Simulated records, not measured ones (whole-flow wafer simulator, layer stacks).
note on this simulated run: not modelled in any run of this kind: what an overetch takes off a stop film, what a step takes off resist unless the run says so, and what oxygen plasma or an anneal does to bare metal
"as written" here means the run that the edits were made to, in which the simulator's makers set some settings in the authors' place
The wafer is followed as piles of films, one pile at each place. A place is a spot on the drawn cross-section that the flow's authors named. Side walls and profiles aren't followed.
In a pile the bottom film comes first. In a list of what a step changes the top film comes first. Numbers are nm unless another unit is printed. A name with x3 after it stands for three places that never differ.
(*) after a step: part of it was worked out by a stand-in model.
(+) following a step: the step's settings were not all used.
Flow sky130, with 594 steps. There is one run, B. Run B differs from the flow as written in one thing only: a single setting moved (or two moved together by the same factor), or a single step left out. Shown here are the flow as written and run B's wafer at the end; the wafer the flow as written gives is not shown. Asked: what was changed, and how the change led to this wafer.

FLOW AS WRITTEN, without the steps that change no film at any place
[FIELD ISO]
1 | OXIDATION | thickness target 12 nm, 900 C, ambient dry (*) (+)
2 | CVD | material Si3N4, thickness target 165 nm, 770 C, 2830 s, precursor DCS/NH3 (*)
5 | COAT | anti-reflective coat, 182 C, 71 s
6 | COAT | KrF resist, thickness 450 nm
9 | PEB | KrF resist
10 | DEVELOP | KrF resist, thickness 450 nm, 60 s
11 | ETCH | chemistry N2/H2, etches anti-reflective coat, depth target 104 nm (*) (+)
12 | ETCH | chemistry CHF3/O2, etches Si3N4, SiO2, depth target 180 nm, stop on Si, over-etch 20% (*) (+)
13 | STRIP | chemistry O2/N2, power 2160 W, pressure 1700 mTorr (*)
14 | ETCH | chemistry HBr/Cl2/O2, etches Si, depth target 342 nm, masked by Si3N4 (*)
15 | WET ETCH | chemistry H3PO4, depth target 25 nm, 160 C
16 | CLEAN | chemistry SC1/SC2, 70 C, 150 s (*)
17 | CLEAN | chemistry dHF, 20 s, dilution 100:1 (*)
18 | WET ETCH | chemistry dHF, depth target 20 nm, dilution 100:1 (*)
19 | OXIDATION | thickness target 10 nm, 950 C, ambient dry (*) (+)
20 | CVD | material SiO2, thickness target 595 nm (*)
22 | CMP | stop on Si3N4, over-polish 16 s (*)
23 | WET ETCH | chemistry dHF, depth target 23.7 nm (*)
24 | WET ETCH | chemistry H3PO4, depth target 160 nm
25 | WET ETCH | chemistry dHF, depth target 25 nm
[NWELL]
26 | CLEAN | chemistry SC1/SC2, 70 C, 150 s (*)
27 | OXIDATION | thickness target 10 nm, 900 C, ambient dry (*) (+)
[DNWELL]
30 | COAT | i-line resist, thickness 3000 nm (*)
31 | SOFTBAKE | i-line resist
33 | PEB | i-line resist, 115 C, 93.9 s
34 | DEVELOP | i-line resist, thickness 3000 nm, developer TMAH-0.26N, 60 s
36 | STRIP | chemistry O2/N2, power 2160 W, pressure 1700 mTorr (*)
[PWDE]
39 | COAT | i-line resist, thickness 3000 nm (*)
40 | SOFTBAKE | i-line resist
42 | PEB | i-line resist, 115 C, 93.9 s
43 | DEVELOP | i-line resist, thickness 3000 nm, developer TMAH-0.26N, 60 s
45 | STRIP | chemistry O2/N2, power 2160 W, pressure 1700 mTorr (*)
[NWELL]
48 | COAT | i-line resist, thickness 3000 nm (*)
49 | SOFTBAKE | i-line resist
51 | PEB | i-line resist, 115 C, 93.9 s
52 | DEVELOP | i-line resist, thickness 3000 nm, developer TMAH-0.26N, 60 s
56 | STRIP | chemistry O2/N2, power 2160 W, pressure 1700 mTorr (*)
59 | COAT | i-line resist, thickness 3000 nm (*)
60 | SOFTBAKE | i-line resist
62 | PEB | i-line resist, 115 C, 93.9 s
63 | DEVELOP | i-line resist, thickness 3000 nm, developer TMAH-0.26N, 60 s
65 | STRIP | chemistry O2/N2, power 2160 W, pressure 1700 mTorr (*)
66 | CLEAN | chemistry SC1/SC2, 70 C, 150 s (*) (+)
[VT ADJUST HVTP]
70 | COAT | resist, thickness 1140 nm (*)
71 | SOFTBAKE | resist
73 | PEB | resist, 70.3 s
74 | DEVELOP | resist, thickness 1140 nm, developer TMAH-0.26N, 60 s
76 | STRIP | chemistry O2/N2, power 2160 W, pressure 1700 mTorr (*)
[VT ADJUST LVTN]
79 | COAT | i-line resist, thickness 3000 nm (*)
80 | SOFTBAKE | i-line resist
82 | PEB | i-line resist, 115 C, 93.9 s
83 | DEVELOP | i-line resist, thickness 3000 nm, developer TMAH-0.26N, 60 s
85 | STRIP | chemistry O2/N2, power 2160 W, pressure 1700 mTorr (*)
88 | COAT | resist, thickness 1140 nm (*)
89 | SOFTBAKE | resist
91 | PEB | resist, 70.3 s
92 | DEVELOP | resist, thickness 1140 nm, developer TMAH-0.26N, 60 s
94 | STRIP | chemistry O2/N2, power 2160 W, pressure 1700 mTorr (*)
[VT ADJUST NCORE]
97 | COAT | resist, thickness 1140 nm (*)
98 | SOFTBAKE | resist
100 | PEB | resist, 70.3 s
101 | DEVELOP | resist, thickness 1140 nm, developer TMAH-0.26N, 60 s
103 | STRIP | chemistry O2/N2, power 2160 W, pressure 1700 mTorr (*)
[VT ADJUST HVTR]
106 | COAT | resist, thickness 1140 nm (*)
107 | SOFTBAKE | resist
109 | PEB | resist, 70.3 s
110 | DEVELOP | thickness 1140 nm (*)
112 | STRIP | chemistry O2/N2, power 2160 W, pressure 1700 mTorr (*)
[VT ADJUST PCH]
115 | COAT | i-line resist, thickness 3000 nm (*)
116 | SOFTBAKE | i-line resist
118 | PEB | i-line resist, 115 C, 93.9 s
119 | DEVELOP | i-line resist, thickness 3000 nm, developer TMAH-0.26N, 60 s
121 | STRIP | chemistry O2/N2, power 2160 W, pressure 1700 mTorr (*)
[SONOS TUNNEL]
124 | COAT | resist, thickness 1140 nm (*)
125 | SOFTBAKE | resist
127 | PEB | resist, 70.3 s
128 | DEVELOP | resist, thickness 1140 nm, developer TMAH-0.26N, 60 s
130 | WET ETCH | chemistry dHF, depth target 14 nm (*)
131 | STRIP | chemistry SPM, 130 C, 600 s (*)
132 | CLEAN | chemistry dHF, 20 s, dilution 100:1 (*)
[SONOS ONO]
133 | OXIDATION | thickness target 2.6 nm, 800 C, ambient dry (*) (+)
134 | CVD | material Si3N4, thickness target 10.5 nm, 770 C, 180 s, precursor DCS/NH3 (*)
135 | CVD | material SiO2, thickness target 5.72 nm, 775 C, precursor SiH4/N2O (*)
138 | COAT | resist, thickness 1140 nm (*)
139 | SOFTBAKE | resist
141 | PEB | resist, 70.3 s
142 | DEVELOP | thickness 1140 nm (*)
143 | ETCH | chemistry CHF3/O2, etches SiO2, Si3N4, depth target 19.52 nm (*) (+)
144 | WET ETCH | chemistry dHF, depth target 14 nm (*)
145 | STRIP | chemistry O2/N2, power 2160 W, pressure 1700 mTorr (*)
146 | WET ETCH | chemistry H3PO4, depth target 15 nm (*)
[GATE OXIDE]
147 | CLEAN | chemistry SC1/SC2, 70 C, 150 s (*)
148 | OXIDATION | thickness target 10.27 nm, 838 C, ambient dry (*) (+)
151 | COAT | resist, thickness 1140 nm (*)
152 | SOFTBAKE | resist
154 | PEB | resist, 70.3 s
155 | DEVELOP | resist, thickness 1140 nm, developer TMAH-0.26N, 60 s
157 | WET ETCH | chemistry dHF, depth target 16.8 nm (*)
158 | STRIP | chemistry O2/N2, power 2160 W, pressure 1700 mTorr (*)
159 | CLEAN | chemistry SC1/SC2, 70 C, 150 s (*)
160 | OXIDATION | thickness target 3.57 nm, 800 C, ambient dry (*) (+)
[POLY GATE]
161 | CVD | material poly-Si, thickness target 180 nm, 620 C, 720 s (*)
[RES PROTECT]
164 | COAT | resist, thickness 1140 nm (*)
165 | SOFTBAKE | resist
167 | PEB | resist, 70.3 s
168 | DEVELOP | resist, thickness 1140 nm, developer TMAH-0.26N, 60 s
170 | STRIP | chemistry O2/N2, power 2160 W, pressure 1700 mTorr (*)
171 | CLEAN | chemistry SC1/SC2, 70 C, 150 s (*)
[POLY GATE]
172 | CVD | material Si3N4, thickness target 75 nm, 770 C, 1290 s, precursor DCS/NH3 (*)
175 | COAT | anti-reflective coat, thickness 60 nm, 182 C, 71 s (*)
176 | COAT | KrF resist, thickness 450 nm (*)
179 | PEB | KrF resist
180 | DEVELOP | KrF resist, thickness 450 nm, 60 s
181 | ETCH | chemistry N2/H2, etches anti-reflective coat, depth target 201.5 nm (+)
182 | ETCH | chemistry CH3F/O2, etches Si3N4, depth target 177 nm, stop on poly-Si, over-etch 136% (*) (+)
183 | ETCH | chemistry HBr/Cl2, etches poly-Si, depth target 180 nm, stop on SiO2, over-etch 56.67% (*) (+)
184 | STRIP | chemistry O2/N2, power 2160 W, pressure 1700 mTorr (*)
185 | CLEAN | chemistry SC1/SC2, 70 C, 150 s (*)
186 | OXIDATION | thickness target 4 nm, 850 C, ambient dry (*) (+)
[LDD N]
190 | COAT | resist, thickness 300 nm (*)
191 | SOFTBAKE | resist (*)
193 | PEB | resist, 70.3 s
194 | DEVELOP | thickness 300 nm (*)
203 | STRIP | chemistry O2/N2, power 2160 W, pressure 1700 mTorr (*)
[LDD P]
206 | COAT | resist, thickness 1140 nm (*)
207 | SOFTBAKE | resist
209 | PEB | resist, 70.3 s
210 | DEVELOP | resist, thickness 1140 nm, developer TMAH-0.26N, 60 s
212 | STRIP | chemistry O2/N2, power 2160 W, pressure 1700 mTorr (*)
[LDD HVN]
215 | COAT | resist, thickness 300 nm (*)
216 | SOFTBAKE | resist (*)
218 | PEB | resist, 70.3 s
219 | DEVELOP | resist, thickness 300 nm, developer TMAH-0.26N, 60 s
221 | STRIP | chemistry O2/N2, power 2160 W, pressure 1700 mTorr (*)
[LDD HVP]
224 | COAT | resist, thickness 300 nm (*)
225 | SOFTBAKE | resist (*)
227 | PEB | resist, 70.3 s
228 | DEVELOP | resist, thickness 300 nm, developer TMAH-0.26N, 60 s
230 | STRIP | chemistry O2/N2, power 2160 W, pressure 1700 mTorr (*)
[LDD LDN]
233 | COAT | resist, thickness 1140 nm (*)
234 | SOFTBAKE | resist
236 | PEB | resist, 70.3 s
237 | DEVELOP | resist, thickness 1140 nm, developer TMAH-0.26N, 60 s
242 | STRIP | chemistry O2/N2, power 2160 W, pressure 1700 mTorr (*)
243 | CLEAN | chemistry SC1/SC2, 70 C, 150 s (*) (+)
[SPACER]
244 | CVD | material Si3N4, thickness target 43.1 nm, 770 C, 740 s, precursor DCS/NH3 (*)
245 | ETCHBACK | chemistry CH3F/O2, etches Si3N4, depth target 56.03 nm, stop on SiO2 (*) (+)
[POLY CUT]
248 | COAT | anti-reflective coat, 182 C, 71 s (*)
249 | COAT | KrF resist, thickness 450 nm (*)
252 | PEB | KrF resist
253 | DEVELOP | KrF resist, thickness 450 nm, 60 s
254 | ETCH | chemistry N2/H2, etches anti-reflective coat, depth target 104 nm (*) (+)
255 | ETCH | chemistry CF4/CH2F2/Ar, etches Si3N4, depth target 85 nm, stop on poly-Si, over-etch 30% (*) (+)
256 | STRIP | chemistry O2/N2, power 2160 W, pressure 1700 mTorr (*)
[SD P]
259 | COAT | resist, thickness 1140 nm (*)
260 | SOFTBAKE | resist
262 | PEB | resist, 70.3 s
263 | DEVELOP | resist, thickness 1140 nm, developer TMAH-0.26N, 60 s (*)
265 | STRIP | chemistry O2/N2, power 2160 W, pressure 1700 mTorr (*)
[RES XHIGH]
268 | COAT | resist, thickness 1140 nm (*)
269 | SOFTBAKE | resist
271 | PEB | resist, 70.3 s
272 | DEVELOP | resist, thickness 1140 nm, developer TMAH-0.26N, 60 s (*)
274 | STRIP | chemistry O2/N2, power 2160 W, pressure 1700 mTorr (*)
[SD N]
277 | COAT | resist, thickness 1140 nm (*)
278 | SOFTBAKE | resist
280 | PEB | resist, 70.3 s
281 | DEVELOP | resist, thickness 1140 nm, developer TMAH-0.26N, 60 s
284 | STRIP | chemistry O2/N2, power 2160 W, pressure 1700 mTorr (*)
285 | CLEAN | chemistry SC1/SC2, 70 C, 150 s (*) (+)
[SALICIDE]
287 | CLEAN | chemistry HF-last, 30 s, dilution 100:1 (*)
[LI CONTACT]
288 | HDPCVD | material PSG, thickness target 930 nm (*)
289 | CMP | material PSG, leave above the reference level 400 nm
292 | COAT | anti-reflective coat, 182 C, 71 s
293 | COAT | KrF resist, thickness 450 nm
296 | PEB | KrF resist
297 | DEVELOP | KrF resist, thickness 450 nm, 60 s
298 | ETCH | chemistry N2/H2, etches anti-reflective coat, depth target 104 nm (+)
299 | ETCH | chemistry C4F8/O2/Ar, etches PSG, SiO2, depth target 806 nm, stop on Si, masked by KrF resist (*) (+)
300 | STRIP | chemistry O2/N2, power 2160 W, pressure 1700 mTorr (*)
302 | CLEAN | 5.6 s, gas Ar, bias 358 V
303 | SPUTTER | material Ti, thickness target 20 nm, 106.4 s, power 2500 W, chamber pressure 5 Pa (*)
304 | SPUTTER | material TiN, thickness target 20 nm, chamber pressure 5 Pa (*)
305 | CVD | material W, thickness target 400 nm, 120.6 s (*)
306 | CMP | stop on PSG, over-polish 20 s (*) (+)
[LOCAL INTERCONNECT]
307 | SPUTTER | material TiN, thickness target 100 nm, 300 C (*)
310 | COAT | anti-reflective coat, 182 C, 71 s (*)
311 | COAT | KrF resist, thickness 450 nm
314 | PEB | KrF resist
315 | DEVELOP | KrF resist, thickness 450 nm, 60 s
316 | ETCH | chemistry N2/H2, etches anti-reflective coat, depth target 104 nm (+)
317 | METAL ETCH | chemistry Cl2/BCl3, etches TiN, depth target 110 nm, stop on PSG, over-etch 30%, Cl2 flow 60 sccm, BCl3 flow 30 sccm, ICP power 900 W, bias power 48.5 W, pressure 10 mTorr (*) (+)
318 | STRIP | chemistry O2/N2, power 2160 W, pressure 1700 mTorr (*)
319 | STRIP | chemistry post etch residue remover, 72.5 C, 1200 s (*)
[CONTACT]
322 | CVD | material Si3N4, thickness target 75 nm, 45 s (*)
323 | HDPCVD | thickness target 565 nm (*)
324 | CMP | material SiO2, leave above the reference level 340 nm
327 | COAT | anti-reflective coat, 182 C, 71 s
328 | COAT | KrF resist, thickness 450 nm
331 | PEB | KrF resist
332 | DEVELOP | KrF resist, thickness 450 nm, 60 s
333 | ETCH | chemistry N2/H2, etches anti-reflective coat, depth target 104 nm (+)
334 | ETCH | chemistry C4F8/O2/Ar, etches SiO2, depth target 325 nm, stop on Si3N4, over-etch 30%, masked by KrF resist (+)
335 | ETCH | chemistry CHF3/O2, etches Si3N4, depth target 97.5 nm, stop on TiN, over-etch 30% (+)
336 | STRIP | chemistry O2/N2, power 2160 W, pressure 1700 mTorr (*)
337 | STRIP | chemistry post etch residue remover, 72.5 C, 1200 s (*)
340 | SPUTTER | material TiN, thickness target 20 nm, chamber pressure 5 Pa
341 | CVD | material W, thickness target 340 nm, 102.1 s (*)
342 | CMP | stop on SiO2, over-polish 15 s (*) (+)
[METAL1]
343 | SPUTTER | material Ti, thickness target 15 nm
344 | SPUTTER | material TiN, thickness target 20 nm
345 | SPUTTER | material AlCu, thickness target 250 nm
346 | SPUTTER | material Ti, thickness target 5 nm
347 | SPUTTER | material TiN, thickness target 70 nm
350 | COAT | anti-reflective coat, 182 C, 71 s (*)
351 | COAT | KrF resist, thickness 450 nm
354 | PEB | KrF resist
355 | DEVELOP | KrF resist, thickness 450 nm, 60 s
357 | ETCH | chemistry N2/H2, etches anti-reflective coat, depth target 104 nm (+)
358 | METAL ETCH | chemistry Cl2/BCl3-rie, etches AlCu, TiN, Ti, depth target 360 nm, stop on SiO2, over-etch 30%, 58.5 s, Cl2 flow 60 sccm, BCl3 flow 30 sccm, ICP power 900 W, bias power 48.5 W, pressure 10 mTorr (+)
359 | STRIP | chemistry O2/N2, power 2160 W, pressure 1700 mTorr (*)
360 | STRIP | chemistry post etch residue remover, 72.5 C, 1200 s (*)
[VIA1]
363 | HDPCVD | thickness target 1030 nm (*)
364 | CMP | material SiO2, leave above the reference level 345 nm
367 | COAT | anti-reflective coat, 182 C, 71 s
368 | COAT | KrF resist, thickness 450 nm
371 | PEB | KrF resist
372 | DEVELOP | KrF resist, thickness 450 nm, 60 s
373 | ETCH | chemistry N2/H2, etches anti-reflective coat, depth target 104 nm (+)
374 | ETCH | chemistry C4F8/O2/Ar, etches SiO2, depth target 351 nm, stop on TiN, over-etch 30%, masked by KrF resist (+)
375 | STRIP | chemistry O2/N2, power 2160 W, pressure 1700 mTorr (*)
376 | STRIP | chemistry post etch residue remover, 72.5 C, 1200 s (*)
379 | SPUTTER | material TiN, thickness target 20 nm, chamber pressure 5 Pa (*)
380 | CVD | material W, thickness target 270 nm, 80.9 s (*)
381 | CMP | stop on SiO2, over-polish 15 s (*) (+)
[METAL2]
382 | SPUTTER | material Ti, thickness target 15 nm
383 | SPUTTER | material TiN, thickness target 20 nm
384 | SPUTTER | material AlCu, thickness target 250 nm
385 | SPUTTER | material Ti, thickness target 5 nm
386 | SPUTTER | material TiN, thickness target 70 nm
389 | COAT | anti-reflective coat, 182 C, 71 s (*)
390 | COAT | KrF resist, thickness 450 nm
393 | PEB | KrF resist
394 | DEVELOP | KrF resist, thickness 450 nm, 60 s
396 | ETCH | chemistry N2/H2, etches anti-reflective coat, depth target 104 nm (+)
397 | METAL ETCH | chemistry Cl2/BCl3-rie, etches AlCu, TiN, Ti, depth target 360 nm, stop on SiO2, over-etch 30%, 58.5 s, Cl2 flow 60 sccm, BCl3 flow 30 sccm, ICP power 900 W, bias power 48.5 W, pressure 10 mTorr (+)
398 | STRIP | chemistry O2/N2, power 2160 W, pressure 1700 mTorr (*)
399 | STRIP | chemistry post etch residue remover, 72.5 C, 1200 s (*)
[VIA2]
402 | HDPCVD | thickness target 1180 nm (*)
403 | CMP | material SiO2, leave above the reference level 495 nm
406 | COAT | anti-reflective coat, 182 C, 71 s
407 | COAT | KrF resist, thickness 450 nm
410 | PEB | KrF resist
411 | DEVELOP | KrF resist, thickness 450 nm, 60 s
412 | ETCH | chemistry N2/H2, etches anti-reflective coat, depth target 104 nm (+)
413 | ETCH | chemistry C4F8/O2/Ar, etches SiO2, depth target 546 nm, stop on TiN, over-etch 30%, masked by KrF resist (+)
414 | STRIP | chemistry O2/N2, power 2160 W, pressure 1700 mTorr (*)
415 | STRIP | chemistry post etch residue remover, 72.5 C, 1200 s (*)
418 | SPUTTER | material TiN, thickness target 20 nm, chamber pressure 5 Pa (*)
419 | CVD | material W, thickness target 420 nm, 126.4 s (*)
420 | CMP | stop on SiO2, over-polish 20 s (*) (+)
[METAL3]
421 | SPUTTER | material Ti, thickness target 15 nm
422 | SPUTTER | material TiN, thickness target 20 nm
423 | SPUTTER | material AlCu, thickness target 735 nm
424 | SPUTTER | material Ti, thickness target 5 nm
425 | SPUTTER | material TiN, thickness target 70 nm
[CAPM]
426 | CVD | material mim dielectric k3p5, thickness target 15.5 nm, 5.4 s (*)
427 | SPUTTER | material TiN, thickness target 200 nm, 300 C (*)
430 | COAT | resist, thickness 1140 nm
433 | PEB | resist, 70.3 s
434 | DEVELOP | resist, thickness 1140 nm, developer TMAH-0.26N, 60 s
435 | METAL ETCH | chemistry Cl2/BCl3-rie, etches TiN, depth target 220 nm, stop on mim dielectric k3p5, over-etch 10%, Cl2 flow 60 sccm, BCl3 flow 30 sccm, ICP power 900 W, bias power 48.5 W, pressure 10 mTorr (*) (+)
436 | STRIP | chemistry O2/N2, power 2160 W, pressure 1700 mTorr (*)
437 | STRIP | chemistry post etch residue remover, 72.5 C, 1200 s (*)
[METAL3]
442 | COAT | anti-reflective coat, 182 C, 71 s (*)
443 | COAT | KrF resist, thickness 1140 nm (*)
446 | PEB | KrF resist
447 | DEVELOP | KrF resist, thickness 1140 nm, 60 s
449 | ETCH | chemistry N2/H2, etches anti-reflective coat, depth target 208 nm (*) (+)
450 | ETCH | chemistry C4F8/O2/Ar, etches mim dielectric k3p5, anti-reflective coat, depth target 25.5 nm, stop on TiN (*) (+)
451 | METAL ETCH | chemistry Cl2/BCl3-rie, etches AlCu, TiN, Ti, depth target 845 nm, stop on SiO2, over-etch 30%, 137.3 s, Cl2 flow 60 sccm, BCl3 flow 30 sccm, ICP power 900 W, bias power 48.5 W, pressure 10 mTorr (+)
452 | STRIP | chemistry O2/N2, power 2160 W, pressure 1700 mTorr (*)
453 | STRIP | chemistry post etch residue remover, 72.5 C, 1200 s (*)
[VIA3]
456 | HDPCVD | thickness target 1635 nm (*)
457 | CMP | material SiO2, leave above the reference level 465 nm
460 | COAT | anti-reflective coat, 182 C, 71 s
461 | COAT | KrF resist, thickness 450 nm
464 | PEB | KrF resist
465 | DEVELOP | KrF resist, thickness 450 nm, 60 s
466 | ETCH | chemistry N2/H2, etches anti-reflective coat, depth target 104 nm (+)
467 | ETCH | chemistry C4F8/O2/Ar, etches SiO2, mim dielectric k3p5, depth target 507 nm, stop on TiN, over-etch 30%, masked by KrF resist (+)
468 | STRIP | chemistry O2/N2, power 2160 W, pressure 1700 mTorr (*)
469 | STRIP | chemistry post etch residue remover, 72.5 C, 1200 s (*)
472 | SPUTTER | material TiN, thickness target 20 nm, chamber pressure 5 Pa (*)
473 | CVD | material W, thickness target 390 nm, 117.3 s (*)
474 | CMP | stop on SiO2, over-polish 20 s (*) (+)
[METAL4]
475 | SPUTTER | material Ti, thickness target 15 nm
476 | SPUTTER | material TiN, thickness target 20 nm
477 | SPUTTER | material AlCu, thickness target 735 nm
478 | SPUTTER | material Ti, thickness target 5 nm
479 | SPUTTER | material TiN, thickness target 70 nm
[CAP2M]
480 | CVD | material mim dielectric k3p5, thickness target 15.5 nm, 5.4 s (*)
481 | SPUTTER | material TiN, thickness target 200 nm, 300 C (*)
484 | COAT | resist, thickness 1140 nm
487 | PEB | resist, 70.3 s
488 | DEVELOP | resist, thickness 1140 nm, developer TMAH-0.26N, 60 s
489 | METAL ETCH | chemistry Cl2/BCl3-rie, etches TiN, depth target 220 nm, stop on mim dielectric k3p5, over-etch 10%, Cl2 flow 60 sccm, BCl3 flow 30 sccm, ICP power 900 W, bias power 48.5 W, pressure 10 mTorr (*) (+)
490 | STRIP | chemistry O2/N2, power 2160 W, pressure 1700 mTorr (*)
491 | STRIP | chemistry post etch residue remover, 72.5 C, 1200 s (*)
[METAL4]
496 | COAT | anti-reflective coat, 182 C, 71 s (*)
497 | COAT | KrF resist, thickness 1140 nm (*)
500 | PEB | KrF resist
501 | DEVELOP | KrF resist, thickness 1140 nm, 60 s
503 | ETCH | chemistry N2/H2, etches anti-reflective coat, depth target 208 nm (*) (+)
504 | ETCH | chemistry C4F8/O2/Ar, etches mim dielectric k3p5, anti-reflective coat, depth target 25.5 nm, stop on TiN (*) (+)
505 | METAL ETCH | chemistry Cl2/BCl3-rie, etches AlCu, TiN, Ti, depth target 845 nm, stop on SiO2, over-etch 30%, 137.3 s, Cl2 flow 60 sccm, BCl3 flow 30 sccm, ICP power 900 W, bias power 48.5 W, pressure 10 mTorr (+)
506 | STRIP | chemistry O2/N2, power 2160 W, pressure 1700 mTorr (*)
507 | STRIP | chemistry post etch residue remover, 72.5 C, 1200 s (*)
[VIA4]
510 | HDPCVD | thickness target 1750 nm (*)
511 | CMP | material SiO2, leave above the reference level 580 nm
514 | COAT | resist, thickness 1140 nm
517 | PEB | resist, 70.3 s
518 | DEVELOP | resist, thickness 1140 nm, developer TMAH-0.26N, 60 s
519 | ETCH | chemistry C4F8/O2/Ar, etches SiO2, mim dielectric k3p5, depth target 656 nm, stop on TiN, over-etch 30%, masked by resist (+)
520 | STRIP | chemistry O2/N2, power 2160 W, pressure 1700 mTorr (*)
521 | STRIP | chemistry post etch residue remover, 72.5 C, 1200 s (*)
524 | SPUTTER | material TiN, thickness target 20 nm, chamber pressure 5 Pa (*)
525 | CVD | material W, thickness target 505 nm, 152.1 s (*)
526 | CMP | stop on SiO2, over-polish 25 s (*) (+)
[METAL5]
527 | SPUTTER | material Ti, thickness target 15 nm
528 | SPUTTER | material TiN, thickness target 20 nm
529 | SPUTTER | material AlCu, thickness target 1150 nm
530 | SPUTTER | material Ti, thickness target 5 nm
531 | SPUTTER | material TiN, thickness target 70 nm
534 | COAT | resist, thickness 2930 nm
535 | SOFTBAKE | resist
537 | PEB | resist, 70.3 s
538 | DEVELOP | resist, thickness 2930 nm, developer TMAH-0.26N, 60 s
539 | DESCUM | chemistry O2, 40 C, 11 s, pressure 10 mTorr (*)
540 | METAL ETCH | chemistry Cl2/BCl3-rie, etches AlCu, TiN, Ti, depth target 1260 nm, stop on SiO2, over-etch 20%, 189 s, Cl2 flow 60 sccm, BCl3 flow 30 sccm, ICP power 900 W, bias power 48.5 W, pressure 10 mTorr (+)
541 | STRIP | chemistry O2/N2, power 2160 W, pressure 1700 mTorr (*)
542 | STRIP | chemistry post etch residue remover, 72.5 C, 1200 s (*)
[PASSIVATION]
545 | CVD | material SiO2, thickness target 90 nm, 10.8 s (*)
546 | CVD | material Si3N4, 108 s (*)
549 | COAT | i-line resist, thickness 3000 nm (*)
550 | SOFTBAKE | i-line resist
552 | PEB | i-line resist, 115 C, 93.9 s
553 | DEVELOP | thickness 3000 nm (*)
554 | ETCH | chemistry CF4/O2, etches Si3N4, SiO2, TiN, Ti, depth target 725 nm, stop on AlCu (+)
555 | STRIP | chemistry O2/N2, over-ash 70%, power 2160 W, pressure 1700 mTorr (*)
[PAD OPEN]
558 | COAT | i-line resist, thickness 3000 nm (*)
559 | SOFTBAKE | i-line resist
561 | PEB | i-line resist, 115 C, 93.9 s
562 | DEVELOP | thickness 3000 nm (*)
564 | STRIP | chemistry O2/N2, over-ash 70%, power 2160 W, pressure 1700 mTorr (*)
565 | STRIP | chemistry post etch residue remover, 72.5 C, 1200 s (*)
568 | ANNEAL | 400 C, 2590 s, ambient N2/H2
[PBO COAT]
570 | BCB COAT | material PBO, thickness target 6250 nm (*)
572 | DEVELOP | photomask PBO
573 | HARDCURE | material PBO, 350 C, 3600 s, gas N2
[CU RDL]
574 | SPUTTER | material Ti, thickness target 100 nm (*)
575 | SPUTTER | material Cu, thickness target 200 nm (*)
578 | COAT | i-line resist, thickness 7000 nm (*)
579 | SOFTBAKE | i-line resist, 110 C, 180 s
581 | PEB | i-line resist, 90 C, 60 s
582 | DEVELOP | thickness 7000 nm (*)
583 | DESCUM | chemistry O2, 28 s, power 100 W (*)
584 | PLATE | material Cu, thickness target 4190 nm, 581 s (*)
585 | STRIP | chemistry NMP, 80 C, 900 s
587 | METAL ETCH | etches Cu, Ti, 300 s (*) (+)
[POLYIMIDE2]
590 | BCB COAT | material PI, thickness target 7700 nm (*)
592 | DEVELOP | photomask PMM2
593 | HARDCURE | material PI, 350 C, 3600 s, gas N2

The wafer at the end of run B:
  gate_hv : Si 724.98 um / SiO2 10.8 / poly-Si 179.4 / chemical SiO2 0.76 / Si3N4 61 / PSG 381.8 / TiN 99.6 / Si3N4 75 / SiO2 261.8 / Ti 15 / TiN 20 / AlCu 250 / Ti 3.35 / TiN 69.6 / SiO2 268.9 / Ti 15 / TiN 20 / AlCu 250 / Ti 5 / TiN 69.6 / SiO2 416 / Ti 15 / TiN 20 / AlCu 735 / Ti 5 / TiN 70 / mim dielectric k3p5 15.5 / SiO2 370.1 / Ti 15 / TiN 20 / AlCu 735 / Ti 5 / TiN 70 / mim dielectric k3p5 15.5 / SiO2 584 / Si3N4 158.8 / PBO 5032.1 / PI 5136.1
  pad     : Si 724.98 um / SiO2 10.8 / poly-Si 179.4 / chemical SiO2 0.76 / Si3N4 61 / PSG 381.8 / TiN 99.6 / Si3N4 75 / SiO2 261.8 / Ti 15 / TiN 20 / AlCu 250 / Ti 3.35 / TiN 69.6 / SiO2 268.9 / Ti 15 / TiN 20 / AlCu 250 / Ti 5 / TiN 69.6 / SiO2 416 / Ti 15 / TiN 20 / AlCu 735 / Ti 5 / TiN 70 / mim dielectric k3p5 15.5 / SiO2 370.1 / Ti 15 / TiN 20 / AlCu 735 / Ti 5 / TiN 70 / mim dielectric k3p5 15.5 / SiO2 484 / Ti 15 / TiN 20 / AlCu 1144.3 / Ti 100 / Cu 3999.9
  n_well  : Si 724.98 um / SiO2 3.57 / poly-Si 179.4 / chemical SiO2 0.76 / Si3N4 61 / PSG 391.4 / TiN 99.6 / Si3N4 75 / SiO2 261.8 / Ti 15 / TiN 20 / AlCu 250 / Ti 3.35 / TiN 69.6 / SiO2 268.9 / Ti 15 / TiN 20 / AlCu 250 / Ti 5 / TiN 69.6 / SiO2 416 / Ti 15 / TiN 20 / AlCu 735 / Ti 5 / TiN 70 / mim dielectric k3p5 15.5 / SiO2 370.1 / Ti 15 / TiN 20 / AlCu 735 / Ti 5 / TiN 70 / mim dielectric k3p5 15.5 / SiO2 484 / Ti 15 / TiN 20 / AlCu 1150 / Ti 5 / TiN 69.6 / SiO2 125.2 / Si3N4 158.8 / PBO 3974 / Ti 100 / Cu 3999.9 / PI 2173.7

What caused this: step 346, SPUTTER: thickness target 3.35 nm was run, while the flow as written has thickness target 5 nm.
The wafer lets one read it off: gate_hv has Ti 3.35, and step 346 as written asks for 5 nm.

Step by step, how the change led to this:
  346 | SPUTTER | material Ti, thickness target 5 nm
      field, active, n_well and 188 more: +3.35 Ti (new film) (it would be, as written: +5 Ti (new film))
  358 | METAL ETCH | chemistry Cl2/BCl3-rie, etches AlCu, TiN, Ti, depth target 360 nm, stop on SiO2, over-etch 30%, 58.5 s, Cl2 flow 60 sccm, BCl3 flow 30 sccm, ICP power 900 W, bias power 48.5 W, pressure 10 mTorr (+)
      field, active, gate and 81 more: -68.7 TiN (all of it), -3.35 Ti (all of it), -250 AlCu (all of it), -20 TiN (all of it), -15 Ti (all of it), -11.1 SiO2 (it would be, as written: -68.7 TiN (all of it), -5 Ti (all of it), -250 AlCu (all of it), -20 TiN (all of it), -15 Ti (all of it), -10.9 SiO2)
